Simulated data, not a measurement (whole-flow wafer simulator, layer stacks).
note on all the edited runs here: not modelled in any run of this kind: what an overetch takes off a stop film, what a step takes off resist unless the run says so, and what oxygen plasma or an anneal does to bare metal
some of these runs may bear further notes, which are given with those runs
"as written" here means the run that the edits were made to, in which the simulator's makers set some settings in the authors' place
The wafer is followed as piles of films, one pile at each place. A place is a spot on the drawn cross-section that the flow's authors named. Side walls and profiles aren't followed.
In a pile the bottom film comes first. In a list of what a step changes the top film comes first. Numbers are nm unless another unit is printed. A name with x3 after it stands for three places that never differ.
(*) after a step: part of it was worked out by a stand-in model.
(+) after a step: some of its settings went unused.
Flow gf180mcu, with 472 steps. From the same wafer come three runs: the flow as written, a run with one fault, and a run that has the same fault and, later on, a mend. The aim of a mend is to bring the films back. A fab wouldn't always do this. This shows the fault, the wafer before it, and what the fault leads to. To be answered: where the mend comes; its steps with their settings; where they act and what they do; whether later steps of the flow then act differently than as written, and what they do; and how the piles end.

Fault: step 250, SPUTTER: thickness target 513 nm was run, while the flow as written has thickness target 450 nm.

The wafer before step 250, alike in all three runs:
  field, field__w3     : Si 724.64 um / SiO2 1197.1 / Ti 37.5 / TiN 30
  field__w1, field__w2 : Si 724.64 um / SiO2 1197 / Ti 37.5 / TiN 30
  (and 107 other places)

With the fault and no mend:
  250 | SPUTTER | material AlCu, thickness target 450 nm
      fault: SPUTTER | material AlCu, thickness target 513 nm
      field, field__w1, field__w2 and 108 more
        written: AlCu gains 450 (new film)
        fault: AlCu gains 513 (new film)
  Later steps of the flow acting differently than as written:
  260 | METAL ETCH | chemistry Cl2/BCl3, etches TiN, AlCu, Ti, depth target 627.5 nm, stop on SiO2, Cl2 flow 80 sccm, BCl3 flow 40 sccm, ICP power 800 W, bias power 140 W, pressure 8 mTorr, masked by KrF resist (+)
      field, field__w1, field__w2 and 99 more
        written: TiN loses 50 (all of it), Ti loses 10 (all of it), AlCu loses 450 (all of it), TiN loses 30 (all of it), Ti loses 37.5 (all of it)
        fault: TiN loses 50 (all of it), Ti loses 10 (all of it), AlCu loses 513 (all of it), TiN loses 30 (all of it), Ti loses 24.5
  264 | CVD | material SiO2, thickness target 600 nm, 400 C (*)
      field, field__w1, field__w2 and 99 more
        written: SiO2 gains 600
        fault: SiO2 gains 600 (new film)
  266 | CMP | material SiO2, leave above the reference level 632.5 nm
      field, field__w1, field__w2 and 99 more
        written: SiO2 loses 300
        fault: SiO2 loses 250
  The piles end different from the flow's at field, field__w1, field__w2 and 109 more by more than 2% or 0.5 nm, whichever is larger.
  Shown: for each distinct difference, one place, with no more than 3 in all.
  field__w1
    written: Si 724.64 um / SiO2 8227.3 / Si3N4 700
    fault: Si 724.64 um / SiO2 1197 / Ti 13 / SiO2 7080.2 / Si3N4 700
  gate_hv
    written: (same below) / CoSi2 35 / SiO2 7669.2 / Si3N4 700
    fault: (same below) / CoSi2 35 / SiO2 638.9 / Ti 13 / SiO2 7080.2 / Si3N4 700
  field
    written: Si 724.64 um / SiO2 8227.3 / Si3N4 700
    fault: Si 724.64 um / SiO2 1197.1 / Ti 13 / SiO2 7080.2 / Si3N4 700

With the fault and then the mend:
  The mend follows step 250.
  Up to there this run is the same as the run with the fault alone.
  250a | METAL ETCH | chemistry Cl2/BCl3, etches TiN, AlCu, Ti, depth target 63 nm, Cl2 flow 80 sccm, BCl3 flow 40 sccm, ICP power 800 W, bias power 140 W, pressure 8 mTorr
      field, field__w1, field__w2 and 108 more
        AlCu loses 63
  None of the later steps of the flow acts differently than as written at any place that is followed.
  The piles end the same as the flow's at every place that both follow.
